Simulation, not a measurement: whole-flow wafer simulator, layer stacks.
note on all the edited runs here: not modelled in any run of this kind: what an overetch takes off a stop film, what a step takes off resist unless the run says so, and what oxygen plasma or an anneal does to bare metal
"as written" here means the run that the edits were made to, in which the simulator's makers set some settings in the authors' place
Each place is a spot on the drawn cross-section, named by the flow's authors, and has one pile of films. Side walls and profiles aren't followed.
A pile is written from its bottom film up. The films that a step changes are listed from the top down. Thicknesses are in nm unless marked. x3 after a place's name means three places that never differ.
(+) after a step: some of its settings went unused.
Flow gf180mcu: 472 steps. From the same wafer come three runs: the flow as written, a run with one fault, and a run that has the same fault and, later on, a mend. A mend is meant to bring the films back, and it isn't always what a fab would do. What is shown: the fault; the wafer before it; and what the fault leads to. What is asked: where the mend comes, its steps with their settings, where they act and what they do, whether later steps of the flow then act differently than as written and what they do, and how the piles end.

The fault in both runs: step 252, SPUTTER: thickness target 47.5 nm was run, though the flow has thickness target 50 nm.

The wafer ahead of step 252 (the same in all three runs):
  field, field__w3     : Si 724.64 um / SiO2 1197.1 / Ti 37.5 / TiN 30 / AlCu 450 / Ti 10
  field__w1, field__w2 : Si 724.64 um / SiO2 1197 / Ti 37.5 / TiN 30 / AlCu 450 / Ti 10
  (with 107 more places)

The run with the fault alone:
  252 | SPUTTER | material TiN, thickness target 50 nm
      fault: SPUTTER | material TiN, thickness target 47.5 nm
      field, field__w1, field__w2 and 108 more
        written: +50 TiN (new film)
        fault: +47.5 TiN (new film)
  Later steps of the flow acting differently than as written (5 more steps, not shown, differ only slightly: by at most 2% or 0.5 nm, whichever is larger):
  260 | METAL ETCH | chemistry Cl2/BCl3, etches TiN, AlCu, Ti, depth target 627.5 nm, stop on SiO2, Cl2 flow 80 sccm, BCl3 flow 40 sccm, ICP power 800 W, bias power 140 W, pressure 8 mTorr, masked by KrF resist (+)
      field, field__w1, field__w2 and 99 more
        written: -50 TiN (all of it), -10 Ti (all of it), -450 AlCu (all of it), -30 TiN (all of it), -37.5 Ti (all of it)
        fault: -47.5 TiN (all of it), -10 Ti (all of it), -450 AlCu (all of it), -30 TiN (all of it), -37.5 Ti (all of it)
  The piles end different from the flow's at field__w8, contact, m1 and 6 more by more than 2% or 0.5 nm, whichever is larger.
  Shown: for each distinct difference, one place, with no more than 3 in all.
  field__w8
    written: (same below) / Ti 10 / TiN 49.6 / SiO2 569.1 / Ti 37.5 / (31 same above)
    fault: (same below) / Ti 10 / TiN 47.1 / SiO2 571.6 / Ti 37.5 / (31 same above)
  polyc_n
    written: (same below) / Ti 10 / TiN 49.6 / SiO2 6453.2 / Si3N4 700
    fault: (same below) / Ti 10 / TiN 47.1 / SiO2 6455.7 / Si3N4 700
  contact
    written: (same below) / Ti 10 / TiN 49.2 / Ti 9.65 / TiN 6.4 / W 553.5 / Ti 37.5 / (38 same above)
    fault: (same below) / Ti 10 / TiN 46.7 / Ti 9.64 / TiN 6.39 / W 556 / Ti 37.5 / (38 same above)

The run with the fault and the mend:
  After step 252 comes the mend.
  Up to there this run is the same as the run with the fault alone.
  252a | SPUTTER | material TiN, thickness target 2.5 nm (a further turn of the flow's step 252, with different settings)
      field, field__w1, field__w2 and 108 more
        +2.5 TiN
  Later steps of the flow that are run all act as written at every place that is followed.
  The piles end the same as the flow's at every place that both follow.
